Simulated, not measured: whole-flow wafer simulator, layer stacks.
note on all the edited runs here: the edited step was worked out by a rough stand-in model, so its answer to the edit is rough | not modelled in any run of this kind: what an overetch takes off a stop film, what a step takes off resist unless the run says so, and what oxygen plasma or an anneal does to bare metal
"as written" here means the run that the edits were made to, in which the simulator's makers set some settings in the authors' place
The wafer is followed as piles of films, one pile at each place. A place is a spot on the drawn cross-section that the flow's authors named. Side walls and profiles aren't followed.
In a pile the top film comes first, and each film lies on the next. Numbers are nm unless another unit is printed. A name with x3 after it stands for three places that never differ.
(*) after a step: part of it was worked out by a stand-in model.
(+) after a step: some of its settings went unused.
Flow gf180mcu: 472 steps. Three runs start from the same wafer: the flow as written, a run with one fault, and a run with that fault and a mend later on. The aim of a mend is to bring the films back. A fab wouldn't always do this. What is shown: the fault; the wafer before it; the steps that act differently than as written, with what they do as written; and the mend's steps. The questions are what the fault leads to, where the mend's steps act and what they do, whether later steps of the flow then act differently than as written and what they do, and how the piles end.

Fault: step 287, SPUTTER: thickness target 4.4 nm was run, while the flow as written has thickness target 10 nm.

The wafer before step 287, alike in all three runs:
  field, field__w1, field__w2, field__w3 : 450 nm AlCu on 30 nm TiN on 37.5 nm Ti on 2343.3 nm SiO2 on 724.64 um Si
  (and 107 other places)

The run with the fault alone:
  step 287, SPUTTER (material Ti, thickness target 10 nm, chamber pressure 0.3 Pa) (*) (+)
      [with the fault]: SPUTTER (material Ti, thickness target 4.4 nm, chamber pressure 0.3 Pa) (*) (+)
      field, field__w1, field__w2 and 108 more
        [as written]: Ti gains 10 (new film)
        [with the fault]: Ti gains 4.4 (new film)
  Later steps of the flow acting differently than as written (not shown: 5 more steps that differ only slightly, by at most 2% or 0.5 nm, whichever is larger):
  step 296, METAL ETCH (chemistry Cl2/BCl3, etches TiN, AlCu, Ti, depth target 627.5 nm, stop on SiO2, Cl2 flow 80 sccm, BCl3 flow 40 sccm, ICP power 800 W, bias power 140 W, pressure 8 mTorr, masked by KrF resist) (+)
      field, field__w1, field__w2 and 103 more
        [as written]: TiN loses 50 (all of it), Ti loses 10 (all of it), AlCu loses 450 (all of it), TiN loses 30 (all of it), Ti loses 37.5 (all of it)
        [with the fault]: TiN loses 50 (all of it), Ti loses 4.4 (all of it), AlCu loses 450 (all of it), TiN loses 30 (all of it), Ti loses 37.5 (all of it)
  At field__w8, contact, m1, m1__w1, m1_nw, the piles at the end differ from the flow's by more than 2% or 0.5 nm, whichever is larger.
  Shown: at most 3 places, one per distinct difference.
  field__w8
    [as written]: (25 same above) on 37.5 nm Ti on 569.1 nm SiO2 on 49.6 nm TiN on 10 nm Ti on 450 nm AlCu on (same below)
    [with the fault]: (25 same above) on 37.5 nm Ti on 574.7 nm SiO2 on 49.6 nm TiN on 4.4 nm Ti on 450 nm AlCu on (same below)
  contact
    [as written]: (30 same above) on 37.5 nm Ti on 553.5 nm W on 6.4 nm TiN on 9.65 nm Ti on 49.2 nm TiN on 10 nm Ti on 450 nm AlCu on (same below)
    [with the fault]: (30 same above) on 37.5 nm Ti on 559.2 nm W on 6.38 nm TiN on 9.62 nm Ti on 49.2 nm TiN on 4.4 nm Ti on 450 nm AlCu on (same below)

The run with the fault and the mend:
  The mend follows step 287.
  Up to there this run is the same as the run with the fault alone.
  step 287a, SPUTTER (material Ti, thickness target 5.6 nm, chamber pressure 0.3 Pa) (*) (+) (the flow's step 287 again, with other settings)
      field, field__w1, field__w2 and 108 more
        Ti gains 5.6
  None of the later steps of the flow acts differently than as written at any place that is followed.
  The piles end the same as the flow's at every place that both follow.
